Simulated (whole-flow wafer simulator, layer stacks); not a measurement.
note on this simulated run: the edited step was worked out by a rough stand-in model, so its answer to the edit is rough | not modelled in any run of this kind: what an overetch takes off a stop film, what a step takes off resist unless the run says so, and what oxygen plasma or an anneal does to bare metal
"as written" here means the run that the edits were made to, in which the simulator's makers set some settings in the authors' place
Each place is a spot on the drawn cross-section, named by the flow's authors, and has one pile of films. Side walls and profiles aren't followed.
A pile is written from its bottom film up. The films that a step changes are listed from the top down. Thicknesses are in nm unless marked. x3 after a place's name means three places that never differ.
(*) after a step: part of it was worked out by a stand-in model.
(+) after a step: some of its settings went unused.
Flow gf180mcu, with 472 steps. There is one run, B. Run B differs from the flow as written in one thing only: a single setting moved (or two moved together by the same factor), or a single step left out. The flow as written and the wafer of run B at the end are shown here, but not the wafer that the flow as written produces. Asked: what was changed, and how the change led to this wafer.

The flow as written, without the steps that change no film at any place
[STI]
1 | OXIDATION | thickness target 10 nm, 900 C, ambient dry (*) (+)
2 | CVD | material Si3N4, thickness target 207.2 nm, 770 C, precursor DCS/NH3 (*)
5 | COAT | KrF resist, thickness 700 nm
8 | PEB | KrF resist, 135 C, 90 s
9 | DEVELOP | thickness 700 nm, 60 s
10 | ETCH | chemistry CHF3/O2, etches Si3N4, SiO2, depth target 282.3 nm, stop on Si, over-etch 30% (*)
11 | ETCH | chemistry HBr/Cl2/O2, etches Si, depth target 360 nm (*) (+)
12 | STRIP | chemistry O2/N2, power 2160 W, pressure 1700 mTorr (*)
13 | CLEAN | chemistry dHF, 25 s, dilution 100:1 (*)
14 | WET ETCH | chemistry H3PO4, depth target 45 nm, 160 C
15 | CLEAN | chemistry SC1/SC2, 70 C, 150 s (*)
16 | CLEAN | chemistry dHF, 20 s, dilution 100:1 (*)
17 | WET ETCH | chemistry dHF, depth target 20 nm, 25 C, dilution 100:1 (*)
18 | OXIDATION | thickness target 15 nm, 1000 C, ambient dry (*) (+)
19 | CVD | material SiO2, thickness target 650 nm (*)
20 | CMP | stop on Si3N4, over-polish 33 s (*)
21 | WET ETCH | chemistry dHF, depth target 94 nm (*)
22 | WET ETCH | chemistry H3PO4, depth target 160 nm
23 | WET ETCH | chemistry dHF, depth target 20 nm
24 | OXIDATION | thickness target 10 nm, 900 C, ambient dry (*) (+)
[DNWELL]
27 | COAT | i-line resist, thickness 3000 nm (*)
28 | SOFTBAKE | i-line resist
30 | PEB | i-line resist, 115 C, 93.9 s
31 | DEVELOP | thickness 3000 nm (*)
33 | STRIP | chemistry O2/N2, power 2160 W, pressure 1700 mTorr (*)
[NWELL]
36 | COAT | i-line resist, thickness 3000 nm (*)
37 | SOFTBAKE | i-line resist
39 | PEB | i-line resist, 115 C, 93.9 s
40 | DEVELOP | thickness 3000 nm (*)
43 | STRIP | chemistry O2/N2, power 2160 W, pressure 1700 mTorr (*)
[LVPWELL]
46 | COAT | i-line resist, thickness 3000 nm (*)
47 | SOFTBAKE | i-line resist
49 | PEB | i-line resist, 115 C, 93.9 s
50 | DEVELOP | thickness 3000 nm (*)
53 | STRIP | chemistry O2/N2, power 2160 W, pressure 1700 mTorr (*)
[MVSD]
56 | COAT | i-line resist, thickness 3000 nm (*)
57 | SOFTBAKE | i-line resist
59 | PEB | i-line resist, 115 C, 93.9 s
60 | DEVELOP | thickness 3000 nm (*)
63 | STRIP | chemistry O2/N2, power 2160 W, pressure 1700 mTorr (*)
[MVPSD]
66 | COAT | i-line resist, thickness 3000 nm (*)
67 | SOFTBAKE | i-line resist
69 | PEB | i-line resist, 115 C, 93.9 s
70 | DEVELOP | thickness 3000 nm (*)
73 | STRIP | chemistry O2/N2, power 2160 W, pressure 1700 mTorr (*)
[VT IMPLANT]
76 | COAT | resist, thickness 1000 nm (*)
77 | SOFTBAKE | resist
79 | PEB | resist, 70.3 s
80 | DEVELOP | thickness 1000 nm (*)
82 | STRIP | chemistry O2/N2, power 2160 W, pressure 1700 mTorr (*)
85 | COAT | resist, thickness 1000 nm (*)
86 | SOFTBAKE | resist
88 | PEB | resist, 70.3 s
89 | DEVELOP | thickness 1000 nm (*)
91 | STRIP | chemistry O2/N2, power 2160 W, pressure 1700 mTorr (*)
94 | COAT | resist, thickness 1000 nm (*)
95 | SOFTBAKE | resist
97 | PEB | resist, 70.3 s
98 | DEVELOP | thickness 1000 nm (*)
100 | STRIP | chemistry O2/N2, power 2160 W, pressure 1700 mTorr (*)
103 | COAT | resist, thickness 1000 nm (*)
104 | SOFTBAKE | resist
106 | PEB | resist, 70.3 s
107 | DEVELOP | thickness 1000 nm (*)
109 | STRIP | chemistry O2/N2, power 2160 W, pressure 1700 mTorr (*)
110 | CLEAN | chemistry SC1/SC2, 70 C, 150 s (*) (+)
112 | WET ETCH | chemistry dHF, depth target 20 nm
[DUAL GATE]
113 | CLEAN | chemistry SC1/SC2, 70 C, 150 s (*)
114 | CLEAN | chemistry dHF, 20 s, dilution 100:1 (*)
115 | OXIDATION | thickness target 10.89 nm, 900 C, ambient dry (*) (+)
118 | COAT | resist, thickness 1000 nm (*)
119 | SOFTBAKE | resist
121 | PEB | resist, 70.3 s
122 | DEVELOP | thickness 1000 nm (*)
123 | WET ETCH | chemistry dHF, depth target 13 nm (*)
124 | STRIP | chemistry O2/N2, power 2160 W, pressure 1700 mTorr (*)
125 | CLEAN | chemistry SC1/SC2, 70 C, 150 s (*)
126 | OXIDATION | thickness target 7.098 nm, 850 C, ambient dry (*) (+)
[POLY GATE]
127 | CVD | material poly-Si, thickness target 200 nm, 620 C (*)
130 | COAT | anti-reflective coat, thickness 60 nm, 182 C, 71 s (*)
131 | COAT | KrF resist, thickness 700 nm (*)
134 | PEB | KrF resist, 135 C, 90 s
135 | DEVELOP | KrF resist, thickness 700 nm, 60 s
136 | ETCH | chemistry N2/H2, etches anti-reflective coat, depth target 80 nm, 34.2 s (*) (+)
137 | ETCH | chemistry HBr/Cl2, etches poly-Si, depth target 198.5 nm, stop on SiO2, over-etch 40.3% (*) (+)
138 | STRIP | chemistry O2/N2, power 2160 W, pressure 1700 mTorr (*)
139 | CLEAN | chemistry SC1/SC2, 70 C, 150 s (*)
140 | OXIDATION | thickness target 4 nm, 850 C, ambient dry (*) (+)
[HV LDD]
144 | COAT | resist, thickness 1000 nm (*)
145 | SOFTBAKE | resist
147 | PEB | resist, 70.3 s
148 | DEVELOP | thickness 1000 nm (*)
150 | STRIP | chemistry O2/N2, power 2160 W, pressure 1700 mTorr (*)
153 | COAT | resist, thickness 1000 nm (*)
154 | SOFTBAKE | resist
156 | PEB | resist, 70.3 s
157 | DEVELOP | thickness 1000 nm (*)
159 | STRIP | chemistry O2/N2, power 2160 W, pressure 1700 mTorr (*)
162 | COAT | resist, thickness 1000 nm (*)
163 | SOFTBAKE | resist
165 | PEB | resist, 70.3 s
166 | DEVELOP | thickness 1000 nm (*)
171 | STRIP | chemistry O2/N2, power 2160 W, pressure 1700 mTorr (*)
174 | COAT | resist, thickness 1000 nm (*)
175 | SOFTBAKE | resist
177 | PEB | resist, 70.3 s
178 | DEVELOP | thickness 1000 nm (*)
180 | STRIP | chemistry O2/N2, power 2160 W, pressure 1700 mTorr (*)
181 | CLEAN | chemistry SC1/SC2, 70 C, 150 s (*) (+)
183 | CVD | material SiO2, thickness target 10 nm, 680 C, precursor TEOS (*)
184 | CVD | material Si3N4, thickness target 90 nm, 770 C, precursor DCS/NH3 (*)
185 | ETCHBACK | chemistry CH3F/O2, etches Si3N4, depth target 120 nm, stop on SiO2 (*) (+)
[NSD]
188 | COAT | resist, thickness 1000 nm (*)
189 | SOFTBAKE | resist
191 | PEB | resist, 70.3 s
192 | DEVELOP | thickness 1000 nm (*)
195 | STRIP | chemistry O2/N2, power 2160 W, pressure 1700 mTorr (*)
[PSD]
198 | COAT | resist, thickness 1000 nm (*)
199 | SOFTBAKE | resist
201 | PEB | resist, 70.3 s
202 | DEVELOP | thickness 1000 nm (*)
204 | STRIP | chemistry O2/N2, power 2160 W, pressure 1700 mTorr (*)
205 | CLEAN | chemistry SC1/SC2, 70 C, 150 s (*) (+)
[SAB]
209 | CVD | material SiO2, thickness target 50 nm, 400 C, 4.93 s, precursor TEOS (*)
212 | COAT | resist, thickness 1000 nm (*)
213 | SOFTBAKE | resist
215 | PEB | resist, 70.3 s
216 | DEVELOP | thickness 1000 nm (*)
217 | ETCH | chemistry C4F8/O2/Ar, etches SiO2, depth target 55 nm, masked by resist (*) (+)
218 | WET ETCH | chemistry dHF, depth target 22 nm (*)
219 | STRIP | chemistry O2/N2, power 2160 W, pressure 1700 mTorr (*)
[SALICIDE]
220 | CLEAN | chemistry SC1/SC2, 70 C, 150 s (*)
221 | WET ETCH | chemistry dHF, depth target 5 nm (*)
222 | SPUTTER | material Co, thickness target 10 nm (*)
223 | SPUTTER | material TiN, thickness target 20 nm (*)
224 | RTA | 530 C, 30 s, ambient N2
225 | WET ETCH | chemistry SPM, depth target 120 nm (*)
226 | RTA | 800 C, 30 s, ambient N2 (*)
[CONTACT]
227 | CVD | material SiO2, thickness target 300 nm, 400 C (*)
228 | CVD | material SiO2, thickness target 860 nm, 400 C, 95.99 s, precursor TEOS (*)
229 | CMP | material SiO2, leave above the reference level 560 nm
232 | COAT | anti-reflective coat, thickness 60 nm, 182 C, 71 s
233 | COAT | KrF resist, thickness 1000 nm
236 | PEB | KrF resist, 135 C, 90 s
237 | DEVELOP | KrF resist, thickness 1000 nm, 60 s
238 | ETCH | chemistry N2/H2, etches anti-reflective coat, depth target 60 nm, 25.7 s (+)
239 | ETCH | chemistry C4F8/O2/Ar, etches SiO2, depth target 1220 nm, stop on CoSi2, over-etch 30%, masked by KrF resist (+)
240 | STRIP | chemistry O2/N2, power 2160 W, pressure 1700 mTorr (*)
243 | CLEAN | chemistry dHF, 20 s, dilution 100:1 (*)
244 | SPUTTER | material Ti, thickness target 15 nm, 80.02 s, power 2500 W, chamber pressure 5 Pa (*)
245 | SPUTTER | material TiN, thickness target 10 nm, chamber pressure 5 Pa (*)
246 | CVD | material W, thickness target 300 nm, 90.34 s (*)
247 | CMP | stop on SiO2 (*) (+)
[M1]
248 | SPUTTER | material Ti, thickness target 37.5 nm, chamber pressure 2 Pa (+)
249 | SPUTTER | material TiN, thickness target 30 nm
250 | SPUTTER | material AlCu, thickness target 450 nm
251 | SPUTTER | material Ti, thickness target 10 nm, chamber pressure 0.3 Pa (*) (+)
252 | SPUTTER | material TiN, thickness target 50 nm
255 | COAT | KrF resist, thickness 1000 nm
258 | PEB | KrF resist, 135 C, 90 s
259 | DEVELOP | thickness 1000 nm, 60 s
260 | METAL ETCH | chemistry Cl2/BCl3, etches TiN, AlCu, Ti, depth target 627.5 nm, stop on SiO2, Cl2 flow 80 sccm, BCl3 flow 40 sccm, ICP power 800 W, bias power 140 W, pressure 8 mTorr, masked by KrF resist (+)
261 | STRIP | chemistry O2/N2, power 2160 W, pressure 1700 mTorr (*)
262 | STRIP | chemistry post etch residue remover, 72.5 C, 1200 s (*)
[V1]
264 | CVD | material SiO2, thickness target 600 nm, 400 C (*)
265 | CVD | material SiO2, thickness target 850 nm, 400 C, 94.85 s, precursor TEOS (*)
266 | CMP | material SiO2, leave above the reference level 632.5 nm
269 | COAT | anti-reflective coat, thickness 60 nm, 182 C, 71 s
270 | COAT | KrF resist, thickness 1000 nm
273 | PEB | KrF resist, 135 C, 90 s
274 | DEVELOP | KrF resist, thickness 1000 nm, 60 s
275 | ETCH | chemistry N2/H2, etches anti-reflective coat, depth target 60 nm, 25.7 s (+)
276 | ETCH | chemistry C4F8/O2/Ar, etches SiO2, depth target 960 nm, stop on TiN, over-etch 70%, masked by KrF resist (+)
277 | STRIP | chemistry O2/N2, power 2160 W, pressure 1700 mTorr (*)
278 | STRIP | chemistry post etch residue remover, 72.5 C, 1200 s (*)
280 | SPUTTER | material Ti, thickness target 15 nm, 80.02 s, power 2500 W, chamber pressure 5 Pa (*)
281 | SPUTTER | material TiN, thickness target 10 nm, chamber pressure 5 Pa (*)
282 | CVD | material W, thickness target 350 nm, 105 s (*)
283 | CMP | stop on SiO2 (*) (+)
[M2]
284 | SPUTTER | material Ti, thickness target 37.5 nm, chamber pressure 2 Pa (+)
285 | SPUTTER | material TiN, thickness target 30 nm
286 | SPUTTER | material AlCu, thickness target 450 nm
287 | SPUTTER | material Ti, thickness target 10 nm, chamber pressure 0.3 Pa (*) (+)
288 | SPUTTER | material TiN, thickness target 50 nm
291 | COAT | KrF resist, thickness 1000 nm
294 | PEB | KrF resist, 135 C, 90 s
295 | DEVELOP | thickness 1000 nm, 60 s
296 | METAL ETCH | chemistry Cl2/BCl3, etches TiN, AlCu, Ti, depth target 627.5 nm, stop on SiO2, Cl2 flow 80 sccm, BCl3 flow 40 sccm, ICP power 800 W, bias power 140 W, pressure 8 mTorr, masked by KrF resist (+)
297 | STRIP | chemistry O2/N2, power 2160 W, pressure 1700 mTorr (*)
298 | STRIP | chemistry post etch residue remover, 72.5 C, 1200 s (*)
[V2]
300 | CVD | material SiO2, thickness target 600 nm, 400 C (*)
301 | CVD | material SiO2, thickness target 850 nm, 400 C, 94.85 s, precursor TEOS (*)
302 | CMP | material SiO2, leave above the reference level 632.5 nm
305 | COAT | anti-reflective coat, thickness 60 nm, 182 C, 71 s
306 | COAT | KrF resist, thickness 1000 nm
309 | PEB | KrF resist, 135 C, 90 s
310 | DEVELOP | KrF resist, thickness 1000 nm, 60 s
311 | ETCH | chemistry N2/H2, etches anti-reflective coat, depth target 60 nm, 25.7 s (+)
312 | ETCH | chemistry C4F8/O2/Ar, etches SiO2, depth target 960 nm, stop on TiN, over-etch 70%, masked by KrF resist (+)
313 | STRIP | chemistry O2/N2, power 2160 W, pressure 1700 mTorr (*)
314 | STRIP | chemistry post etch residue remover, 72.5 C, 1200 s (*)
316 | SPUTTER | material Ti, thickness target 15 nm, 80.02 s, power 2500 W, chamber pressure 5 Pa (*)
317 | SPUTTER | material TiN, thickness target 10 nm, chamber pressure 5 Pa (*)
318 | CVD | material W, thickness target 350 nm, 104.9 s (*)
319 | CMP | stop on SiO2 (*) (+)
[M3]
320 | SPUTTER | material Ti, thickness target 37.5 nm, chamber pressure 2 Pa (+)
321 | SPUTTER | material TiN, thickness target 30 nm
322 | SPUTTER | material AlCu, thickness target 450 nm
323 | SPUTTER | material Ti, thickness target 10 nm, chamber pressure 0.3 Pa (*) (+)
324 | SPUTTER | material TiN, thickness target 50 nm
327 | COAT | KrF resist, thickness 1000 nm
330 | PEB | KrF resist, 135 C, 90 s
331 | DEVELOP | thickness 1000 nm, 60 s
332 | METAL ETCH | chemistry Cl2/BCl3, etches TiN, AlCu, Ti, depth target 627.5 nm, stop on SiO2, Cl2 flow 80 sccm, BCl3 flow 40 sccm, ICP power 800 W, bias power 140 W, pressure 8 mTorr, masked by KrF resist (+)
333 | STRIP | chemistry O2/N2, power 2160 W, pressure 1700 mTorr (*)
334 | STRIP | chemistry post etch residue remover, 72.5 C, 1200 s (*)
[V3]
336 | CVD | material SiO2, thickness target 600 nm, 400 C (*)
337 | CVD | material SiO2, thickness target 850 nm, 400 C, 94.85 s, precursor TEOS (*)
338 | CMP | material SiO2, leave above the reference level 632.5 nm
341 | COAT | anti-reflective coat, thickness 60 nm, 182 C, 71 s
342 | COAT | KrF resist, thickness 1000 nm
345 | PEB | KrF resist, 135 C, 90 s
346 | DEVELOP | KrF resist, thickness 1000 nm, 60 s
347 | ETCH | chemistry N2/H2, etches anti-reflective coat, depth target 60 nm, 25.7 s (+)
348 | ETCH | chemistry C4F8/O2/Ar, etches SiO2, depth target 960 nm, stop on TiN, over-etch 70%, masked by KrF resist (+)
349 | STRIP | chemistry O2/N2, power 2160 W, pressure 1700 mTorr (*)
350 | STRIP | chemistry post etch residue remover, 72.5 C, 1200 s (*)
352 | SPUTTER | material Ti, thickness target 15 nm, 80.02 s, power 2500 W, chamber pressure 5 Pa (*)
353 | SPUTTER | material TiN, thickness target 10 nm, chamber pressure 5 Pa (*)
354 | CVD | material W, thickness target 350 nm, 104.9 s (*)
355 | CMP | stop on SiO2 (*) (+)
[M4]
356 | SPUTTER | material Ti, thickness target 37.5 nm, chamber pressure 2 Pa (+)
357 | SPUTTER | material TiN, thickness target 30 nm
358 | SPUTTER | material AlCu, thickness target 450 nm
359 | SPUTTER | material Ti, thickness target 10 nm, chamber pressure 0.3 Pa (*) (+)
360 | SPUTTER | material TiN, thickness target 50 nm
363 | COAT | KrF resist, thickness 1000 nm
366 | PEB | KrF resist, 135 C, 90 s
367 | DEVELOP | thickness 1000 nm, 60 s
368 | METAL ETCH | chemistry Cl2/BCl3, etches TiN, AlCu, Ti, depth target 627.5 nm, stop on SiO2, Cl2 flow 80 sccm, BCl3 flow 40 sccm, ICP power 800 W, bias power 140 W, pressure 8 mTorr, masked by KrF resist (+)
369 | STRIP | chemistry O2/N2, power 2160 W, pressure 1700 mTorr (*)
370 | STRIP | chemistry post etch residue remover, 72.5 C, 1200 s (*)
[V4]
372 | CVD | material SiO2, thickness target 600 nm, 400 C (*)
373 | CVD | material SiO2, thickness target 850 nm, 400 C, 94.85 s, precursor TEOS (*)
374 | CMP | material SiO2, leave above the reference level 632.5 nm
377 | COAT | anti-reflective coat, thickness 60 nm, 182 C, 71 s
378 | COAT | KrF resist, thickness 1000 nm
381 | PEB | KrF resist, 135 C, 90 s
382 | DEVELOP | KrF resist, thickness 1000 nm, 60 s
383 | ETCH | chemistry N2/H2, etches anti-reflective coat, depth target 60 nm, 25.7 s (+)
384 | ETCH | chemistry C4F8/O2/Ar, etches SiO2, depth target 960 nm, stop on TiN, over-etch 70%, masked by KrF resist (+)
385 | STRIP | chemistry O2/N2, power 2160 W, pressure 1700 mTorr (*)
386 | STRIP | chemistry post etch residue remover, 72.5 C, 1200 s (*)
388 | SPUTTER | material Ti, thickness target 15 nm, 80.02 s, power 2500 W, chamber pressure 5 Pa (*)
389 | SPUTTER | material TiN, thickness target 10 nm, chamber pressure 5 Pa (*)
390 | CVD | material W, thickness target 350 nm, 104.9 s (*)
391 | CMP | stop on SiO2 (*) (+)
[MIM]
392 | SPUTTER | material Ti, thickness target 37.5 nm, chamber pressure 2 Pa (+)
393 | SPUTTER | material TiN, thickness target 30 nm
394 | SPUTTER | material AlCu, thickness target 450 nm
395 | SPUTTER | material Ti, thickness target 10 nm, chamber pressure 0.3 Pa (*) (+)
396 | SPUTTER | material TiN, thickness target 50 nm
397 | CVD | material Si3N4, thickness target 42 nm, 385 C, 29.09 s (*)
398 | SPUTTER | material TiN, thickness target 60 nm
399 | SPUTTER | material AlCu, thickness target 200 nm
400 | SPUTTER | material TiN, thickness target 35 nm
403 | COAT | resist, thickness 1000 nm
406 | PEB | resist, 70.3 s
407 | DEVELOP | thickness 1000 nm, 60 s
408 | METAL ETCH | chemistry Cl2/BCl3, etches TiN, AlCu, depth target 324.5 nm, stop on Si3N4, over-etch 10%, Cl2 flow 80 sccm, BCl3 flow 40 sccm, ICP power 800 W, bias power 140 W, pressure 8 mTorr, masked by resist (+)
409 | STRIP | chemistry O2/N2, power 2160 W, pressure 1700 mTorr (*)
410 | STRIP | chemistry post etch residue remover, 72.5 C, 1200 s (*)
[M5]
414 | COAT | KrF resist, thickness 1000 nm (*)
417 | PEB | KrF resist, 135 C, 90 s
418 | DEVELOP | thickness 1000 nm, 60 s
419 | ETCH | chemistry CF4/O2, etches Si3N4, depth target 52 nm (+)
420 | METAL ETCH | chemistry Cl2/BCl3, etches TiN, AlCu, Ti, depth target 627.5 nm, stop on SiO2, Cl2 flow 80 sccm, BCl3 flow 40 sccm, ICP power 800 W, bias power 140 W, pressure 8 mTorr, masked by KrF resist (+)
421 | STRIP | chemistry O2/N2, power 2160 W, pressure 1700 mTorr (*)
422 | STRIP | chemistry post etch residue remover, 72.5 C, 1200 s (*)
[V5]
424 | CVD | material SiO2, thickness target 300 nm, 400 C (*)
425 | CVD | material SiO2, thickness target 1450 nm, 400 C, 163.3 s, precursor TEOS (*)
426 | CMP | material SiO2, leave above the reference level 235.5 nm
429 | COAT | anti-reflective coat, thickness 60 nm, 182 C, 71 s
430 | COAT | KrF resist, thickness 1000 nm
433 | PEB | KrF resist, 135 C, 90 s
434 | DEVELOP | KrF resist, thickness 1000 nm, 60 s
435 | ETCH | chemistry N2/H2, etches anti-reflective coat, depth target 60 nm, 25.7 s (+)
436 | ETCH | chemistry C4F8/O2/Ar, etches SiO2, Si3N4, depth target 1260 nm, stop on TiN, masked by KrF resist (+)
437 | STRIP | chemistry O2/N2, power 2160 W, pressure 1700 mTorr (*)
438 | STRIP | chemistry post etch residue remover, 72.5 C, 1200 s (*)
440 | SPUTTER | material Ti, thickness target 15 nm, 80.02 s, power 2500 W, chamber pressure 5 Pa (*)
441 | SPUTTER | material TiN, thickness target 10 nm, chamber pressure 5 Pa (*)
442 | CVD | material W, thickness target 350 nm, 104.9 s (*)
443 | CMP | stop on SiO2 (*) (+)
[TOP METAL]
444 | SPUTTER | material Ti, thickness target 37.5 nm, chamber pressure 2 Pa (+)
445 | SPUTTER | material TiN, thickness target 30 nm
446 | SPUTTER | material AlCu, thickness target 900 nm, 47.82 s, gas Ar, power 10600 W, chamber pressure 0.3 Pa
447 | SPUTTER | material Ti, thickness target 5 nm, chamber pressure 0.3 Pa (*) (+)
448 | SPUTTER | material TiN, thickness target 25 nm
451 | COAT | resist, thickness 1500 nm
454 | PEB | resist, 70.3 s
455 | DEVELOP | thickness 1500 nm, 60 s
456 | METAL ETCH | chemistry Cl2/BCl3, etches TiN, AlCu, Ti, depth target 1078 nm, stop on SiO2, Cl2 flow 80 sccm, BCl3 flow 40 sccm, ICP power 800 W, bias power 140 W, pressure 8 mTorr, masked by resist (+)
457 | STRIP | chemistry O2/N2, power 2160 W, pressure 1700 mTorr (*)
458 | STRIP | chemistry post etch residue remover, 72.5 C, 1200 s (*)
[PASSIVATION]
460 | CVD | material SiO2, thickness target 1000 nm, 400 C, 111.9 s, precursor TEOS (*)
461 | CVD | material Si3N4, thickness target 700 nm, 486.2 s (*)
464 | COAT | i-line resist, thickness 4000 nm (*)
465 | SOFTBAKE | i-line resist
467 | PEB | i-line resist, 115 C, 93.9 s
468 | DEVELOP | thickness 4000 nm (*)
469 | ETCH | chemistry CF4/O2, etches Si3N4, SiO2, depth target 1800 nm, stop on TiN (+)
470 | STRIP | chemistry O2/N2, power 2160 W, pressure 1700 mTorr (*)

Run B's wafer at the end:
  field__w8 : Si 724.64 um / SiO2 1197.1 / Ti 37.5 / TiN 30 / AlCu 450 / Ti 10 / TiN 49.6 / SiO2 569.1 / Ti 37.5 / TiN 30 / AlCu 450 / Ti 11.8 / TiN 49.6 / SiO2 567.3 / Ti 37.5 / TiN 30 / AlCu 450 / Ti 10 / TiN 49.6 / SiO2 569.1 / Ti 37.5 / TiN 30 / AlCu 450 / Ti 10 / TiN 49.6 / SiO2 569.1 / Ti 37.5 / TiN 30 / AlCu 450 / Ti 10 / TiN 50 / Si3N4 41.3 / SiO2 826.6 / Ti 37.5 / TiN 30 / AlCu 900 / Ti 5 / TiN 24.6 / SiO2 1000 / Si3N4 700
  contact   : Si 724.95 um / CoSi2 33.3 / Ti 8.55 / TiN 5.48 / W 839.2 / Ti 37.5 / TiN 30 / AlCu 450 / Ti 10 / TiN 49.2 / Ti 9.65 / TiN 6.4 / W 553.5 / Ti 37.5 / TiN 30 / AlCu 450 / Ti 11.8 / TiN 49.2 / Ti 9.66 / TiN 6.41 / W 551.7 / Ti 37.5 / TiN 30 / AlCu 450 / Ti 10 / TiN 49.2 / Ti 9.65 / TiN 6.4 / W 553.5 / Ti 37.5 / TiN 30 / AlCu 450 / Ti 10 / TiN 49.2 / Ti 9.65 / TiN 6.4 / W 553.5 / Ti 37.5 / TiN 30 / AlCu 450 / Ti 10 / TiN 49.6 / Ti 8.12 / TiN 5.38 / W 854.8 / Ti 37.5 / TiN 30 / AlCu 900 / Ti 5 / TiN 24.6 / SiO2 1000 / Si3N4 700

The reason: step 287, SPUTTER: thickness target 11.8 nm was run, while the flow as written has thickness target 10 nm.
The wafer itself shows it: field__w8 has Ti 11.8, and step 287 as written asks for 10 nm.

How this came from the change, step by step:
  287 | SPUTTER | material Ti, thickness target 10 nm, chamber pressure 0.3 Pa (*) (+)
      field, field__w1, field__w2 and 108 more: Ti gains 11.8 (new film) (in the flow as written it would be: Ti gains 10 (new film))
  296 | METAL ETCH | chemistry Cl2/BCl3, etches TiN, AlCu, Ti, depth target 627.5 nm, stop on SiO2, Cl2 flow 80 sccm, BCl3 flow 40 sccm, ICP power 800 W, bias power 140 W, pressure 8 mTorr, masked by KrF resist (+)
      field, field__w1, field__w2 and 103 more: TiN loses 50 (all of it), Ti loses 11.8 (all of it), AlCu loses 450 (all of it), TiN loses 30 (all of it), Ti loses 37.5 (all of it) (in the flow as written it would be: TiN loses 50 (all of it), Ti loses 10 (all of it), AlCu loses 450 (all of it), TiN loses 30 (all of it), Ti loses 37.5 (all of it))
